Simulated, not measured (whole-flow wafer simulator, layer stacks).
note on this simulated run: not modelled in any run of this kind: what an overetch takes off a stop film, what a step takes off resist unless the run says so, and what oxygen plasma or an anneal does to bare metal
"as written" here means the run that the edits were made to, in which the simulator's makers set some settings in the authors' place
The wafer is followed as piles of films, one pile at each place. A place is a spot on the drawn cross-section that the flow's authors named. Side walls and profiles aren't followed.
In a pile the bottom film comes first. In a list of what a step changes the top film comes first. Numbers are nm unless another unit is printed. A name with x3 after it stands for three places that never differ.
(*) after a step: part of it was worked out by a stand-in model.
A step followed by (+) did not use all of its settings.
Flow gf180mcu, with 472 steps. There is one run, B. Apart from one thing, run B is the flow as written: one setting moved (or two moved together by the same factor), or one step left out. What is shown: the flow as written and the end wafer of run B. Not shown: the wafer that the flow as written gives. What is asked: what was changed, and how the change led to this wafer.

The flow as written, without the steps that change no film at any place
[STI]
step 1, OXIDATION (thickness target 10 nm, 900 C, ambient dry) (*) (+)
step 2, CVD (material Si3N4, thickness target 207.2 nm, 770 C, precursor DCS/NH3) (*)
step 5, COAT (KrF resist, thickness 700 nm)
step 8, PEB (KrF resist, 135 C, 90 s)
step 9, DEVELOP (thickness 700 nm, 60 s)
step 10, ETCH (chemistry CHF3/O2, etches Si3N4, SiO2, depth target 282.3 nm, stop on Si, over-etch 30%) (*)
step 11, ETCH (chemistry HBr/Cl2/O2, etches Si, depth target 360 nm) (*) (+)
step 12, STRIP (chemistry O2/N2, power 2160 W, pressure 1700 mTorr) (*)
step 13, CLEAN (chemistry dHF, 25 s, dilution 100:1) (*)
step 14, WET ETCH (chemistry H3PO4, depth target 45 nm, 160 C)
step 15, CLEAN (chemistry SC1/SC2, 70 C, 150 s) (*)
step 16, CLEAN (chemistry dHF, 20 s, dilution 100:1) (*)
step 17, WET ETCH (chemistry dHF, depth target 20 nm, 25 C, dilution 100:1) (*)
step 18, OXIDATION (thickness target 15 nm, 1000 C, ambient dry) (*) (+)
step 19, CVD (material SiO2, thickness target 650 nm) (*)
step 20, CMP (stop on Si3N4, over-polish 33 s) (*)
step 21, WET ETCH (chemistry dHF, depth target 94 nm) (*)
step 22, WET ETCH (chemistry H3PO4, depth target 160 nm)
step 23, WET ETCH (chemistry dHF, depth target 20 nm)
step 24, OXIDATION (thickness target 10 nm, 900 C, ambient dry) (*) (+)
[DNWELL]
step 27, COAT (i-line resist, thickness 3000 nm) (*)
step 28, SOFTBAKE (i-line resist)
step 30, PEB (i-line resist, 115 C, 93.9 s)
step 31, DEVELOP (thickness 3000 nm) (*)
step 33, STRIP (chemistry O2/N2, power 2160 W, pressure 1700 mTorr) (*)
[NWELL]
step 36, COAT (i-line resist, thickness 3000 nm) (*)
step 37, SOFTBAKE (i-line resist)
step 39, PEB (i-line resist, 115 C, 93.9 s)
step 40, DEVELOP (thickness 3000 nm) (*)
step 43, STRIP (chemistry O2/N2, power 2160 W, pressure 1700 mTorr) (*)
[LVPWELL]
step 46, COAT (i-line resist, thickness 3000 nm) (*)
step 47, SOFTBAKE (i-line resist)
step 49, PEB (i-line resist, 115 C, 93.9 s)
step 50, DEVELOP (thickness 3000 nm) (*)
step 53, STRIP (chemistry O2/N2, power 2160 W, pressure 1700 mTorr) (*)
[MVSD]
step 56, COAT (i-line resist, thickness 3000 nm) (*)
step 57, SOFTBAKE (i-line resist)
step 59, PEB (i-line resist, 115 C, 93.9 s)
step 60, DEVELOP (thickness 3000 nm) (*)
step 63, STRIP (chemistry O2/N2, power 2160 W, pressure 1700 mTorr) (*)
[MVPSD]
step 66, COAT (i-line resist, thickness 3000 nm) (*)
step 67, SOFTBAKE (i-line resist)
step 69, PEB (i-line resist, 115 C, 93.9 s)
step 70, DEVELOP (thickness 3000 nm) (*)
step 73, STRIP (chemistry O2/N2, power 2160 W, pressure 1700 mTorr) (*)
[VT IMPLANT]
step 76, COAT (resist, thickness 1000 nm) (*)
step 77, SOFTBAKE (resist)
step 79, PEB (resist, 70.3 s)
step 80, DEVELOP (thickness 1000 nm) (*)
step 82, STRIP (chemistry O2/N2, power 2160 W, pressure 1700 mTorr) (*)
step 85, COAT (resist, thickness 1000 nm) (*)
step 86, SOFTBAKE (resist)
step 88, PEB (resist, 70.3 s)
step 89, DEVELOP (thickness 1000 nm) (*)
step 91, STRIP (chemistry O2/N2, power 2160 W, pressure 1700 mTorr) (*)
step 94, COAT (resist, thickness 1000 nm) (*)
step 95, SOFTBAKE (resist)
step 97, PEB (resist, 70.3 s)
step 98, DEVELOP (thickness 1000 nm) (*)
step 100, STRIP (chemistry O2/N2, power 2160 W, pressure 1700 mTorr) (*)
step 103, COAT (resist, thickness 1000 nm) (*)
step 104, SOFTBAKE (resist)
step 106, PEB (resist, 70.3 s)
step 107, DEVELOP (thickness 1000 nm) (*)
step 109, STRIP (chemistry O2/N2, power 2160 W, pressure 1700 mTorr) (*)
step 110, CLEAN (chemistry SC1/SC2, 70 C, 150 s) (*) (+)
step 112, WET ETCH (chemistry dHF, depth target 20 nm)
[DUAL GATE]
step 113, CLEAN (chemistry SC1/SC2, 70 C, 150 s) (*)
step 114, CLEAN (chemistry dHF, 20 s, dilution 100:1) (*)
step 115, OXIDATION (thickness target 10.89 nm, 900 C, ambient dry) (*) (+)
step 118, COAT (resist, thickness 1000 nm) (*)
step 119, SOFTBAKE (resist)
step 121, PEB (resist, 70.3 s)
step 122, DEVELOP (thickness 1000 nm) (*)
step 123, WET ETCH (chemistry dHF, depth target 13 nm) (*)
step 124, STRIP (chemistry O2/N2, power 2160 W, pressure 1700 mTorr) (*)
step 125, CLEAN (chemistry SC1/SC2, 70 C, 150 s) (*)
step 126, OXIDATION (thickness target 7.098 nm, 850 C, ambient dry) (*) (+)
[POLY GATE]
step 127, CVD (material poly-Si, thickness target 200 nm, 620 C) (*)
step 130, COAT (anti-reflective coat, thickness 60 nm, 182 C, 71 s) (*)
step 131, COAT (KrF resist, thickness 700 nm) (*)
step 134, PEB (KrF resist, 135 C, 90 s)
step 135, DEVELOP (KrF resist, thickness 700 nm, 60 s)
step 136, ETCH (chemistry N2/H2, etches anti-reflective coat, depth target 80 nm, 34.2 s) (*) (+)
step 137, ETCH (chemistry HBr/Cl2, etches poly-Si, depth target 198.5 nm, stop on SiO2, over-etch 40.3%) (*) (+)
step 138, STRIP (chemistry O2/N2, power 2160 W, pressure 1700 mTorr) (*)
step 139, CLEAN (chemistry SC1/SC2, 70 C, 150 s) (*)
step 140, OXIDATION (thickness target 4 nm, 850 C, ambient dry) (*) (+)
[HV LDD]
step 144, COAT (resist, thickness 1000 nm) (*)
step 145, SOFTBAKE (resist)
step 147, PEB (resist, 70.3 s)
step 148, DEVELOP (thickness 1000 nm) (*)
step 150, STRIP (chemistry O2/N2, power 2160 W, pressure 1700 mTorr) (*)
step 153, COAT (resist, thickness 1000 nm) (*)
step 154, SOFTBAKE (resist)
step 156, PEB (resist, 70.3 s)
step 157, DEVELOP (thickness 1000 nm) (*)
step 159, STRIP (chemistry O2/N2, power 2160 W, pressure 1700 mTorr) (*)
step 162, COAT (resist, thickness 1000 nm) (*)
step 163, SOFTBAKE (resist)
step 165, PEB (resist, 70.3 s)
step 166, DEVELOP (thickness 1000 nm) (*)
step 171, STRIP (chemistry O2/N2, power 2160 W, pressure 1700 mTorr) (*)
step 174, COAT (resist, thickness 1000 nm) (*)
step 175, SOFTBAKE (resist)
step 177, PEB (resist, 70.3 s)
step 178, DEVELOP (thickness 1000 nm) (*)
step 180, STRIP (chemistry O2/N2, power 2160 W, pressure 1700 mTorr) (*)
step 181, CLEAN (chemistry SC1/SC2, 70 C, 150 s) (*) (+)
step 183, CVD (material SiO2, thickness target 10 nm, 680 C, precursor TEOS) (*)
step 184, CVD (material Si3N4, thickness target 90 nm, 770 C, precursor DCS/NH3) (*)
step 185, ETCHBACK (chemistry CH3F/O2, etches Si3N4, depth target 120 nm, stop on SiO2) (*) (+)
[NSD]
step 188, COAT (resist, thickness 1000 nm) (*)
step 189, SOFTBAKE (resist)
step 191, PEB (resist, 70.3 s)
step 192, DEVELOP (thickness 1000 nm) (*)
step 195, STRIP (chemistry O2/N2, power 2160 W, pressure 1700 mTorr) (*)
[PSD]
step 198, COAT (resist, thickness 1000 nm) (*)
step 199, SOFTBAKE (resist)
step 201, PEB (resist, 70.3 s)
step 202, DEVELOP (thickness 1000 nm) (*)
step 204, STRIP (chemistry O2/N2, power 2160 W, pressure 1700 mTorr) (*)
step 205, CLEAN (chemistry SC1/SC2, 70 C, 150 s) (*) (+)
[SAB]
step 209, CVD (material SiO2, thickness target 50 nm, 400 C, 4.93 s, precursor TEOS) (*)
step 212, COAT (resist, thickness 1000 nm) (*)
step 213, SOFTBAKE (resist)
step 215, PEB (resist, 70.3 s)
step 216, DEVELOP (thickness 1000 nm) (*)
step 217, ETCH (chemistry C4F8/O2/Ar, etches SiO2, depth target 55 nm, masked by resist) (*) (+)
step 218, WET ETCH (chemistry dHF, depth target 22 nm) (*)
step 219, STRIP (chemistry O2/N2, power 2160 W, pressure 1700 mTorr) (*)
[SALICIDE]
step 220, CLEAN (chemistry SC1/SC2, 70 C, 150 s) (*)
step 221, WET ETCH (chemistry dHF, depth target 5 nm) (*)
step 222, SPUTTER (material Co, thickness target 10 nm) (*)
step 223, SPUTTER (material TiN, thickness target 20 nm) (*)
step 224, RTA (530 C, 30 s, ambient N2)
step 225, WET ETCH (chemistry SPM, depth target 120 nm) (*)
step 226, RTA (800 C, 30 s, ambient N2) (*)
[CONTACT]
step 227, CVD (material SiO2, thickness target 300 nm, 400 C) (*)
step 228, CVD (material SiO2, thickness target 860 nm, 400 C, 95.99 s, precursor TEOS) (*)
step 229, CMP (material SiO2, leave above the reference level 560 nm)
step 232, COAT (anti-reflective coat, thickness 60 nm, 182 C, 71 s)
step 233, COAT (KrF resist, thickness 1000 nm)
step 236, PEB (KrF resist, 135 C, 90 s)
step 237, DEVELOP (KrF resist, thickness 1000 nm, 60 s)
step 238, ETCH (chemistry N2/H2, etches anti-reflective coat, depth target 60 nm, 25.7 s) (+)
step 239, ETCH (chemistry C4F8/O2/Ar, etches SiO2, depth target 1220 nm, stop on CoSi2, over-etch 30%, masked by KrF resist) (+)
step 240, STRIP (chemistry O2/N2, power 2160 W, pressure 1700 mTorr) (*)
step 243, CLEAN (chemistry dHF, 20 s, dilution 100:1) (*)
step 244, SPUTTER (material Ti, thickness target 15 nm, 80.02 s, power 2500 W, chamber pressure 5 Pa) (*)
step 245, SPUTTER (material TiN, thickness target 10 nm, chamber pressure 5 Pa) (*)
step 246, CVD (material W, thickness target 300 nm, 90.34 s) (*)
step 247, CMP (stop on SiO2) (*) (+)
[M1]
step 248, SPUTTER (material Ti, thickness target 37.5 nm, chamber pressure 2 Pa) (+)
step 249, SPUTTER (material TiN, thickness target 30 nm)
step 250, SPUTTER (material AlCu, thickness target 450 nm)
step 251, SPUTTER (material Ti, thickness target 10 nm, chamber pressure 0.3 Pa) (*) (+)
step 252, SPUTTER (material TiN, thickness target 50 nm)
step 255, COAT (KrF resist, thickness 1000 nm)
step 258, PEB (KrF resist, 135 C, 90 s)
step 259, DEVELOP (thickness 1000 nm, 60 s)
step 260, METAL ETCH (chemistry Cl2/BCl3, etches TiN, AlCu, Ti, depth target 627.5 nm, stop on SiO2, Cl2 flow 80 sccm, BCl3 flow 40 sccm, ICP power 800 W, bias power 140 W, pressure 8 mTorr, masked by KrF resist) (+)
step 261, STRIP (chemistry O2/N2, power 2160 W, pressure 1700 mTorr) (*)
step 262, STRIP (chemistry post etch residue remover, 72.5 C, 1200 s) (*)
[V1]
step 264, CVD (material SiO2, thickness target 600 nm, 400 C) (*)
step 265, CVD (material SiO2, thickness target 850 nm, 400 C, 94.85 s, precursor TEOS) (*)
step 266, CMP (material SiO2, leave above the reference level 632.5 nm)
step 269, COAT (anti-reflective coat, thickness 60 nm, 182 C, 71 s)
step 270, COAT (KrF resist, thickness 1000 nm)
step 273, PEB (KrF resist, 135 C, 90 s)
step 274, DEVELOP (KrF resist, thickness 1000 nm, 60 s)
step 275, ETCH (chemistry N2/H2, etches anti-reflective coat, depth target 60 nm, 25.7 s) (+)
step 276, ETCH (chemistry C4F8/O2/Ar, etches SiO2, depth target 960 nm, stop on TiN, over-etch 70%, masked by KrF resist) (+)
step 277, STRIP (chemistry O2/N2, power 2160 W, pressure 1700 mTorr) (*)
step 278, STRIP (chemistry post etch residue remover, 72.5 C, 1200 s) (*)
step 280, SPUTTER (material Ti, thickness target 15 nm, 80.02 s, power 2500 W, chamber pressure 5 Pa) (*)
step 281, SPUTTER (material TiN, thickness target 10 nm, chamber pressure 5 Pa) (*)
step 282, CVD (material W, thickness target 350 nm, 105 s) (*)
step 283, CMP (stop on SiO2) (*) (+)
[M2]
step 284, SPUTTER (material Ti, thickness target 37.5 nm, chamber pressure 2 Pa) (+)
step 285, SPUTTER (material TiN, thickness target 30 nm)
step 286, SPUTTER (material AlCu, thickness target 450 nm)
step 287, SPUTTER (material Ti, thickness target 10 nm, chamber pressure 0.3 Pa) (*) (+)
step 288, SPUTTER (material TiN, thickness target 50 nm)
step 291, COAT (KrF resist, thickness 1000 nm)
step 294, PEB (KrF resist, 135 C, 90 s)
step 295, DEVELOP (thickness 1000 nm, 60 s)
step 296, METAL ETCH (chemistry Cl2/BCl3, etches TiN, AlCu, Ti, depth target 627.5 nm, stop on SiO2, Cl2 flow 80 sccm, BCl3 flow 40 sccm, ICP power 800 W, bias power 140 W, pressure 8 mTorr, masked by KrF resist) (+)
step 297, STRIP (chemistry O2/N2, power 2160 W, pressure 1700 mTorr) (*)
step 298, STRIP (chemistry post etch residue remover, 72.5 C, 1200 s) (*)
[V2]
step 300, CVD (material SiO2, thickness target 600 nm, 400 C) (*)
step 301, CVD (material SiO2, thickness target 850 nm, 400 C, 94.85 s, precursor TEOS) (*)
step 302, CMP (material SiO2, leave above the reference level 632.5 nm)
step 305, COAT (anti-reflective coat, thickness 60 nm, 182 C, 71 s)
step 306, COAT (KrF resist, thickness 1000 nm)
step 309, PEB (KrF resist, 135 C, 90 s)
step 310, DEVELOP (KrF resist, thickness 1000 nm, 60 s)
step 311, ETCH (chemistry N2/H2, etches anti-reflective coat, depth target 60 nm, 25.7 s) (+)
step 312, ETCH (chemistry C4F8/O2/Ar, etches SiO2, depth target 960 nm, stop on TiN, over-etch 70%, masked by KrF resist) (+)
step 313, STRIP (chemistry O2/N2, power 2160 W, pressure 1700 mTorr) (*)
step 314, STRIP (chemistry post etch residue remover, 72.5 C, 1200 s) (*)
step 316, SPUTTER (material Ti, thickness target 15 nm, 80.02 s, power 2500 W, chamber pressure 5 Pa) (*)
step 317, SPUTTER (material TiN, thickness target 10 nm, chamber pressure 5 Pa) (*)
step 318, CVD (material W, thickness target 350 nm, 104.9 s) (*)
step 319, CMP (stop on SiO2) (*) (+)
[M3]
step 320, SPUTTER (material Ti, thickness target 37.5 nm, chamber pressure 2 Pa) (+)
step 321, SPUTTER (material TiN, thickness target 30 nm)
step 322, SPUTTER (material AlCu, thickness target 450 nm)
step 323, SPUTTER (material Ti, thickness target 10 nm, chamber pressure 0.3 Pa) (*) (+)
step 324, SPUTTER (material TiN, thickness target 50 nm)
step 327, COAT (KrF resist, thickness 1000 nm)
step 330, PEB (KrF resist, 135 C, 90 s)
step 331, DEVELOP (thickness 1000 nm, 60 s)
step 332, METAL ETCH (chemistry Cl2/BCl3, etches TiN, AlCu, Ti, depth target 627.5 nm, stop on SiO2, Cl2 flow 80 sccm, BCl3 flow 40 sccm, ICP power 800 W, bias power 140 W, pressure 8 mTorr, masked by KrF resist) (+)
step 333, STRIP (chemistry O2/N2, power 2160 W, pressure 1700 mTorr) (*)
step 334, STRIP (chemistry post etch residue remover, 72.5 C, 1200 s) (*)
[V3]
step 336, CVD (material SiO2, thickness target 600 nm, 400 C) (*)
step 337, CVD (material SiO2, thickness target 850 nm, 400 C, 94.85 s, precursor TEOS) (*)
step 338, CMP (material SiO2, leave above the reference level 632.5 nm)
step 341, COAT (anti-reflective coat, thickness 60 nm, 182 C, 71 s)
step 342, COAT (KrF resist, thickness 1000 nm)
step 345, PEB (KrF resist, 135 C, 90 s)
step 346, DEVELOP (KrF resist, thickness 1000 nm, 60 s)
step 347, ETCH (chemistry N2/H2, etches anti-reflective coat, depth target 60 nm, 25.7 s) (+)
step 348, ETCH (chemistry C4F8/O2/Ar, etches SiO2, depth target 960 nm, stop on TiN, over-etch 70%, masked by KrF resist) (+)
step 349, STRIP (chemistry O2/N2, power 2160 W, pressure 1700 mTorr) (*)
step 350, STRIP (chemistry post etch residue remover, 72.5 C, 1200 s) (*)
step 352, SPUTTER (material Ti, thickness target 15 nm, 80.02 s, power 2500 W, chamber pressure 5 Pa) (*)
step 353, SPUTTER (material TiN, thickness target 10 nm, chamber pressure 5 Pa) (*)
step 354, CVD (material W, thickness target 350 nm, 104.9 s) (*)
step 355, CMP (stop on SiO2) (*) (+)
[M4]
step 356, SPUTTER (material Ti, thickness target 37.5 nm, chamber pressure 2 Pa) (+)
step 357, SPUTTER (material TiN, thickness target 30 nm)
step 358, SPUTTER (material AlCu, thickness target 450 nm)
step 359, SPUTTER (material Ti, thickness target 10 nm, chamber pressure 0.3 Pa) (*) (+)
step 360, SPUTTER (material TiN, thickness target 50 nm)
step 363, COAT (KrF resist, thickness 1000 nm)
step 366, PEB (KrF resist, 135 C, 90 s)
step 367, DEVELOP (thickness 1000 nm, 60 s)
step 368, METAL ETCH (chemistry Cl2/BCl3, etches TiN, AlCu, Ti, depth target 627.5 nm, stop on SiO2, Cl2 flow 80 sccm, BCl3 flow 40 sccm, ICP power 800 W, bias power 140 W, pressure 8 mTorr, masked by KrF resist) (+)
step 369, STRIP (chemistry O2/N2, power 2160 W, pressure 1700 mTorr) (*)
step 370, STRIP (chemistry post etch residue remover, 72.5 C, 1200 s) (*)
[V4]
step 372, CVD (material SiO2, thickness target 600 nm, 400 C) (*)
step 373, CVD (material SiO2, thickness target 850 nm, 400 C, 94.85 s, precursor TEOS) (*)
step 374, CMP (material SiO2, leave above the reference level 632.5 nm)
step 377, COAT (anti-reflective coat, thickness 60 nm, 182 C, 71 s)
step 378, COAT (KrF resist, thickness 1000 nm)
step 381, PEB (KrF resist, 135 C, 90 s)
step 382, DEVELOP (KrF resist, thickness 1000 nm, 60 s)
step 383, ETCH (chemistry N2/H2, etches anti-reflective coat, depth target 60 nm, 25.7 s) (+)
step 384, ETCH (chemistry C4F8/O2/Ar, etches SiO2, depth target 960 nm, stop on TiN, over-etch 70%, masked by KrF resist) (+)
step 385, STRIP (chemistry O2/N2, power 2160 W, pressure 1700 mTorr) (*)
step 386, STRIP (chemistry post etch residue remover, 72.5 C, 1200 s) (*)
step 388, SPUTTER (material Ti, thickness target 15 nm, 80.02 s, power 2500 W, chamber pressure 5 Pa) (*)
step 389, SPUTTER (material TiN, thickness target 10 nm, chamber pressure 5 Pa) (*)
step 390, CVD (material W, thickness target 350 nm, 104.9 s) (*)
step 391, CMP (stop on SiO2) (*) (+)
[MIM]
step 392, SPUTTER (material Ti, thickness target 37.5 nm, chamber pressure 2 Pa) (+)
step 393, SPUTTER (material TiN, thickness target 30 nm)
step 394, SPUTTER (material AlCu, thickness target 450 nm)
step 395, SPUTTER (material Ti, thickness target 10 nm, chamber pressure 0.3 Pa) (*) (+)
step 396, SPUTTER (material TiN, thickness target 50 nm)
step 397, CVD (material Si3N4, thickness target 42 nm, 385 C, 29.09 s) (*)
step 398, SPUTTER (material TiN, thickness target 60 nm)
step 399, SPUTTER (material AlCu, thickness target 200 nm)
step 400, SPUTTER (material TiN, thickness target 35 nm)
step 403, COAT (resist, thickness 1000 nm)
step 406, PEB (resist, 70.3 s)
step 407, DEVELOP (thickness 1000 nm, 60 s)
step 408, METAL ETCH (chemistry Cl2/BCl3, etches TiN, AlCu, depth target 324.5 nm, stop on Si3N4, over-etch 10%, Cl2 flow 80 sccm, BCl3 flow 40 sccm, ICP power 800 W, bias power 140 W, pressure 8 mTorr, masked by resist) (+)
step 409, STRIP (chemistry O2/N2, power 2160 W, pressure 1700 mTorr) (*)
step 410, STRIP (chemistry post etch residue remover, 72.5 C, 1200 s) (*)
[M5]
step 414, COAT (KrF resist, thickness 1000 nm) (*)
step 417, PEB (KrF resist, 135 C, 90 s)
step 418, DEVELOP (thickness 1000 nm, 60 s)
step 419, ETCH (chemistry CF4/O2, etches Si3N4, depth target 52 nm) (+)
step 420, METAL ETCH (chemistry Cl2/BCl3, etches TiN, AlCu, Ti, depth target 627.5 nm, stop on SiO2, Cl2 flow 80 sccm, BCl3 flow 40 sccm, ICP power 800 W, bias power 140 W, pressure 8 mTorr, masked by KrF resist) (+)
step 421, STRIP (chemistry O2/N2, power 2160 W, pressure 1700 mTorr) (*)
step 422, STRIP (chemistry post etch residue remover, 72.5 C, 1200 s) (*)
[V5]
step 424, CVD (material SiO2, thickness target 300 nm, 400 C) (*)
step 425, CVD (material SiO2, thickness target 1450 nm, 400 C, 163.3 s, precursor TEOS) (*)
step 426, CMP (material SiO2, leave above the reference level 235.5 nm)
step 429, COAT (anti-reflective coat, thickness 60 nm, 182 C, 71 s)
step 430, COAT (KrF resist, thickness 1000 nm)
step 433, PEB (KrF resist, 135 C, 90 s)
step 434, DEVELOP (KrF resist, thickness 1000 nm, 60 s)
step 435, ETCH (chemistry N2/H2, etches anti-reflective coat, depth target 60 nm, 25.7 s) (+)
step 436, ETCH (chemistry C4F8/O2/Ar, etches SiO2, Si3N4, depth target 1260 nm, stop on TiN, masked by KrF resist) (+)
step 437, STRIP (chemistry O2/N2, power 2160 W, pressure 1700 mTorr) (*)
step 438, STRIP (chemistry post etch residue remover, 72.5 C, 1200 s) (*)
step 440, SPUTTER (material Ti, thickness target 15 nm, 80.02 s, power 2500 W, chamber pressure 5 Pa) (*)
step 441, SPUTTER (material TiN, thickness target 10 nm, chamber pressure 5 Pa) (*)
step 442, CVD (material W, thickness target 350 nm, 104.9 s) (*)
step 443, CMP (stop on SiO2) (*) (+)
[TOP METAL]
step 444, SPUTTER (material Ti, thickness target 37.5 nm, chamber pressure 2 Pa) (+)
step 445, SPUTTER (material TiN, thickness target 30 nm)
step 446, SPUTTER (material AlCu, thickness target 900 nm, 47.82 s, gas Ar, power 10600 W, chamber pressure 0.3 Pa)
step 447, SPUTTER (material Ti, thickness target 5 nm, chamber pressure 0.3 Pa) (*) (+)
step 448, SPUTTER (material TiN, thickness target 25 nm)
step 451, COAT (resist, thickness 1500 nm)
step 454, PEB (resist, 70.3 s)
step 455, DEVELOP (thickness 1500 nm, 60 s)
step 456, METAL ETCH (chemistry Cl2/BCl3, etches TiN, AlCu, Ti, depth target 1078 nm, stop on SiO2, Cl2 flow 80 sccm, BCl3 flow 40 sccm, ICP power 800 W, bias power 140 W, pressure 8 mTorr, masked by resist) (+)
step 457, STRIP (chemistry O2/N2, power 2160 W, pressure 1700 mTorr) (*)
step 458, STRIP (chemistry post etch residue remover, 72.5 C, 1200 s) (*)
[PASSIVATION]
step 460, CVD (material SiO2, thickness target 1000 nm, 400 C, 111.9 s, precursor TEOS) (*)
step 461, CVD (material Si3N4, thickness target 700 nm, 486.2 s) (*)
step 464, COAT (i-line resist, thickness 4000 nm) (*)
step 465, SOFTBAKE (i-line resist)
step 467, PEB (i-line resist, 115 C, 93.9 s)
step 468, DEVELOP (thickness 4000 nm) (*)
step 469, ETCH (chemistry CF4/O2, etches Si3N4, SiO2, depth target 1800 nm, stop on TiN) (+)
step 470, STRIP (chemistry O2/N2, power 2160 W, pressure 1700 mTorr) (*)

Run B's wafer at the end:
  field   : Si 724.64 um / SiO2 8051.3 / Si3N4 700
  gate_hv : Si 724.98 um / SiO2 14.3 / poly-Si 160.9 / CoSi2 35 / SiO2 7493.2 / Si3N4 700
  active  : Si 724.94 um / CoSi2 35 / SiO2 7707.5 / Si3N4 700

The reason: step 286, SPUTTER: thickness target 274 nm was run, though the flow has thickness target 450 nm.

How this came from the change, step by step:
  step 286, SPUTTER (material AlCu, thickness target 450 nm)
      field, field__w1, field__w2 and 108 more: +274 AlCu (new film) (it would be, as written: +450 AlCu (new film))
  step 296, METAL ETCH (chemistry Cl2/BCl3, etches TiN, AlCu, Ti, depth target 627.5 nm, stop on SiO2, Cl2 flow 80 sccm, BCl3 flow 40 sccm, ICP power 800 W, bias power 140 W, pressure 8 mTorr, masked by KrF resist) (+)
      field, field__w1, field__w2 and 103 more: -50 TiN (all of it), -10 Ti (all of it), -274 AlCu (all of it), -30 TiN (all of it), -37.5 Ti (all of it) (it would be, as written: -50 TiN (all of it), -10 Ti (all of it), -450 AlCu (all of it), -30 TiN (all of it), -37.5 Ti (all of it))
      field__w8, contact, m1, m1__w1, m1_nw: -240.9 KrF resist (it would be, as written: -251 KrF resist)
  step 302, CMP (material SiO2, leave above the reference level 632.5 nm)
      field, field__w1, field__w2 and 103 more: -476 SiO2 (it would be, as written: -300 SiO2)
